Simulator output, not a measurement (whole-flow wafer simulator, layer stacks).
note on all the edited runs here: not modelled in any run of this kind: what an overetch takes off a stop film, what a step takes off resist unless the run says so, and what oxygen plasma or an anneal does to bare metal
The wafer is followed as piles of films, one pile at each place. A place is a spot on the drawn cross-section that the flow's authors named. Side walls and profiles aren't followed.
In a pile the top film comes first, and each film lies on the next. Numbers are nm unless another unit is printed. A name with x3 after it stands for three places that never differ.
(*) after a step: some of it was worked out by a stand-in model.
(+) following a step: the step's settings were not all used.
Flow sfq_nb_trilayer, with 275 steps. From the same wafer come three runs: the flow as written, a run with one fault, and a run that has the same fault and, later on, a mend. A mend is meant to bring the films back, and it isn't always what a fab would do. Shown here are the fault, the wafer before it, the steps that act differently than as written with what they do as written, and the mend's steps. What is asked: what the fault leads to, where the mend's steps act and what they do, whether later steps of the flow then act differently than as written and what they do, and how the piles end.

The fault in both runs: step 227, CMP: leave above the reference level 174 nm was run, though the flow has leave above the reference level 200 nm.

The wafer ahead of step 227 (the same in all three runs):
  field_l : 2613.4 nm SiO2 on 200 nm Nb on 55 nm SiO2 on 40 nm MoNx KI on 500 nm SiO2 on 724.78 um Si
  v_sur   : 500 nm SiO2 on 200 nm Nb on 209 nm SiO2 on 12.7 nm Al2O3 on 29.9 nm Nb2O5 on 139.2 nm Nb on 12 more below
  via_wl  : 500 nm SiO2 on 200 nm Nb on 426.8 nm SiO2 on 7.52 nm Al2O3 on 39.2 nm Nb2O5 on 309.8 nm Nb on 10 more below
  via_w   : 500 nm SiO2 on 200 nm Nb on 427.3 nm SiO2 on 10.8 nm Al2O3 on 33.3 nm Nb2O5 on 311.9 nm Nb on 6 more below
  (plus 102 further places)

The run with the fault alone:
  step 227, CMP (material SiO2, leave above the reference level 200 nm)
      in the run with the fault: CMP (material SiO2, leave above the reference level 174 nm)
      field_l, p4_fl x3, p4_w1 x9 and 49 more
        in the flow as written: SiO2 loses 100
        in the run with the fault: SiO2 loses 126
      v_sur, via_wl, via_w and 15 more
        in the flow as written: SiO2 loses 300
        in the run with the fault: SiO2 loses 326
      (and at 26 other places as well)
  Steps further on in the flow that do not act as written (2 more steps, not shown, differ only slightly: by at most 2% or 0.5 nm, whichever is larger):
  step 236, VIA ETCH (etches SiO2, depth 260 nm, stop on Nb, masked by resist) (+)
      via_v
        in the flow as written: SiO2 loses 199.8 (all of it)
        in the run with the fault: SiO2 loses 173.8 (all of it)
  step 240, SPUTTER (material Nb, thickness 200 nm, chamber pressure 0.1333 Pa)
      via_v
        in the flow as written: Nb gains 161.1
        in the run with the fault: Nb gains 167.4
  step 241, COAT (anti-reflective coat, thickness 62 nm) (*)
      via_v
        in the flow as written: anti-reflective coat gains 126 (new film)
        in the run with the fault: anti-reflective coat gains 120.2 (new film)
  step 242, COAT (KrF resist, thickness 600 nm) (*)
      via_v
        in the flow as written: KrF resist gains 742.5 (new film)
        in the run with the fault: KrF resist gains 720.5 (new film)
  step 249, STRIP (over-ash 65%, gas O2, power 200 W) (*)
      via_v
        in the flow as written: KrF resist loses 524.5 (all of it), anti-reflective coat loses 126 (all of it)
        in the run with the fault: KrF resist loses 502.6 (all of it), anti-reflective coat loses 120.2 (all of it)
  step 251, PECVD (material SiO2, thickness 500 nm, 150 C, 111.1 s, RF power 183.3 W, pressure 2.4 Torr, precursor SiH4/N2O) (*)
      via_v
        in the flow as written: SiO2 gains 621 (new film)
        in the run with the fault: SiO2 gains 588.7 (new film)
  At v_sur, via_wl, via_w and 62 more, the piles at the end differ from the flow's by more than 2% or 0.5 nm, whichever is larger.
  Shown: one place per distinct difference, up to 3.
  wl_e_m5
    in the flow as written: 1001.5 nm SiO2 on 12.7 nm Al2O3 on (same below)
    in the run with the fault: 975.5 nm SiO2 on 12.7 nm Al2O3 on (same below)
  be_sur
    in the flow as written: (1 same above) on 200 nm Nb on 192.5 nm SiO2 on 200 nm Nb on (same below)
    in the run with the fault: (1 same above) on 200 nm Nb on 166.5 nm SiO2 on 200 nm Nb on (same below)
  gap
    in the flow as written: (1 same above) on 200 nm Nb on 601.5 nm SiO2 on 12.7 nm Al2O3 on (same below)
    in the run with the fault: (1 same above) on 200 nm Nb on 575.5 nm SiO2 on 12.7 nm Al2O3 on (same below)

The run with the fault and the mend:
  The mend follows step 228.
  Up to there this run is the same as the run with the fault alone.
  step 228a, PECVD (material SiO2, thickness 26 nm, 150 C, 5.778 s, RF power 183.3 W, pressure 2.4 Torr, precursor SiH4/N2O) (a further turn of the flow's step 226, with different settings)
      field_l, v_sur, via_wl and 103 more
        SiO2 gains 26
  Later steps of the flow that are run all act as written at every place that is followed, up to a difference of at most 2% or 0.5 nm, whichever is larger.
  At every place that both follow, the piles at the end match the flow's.
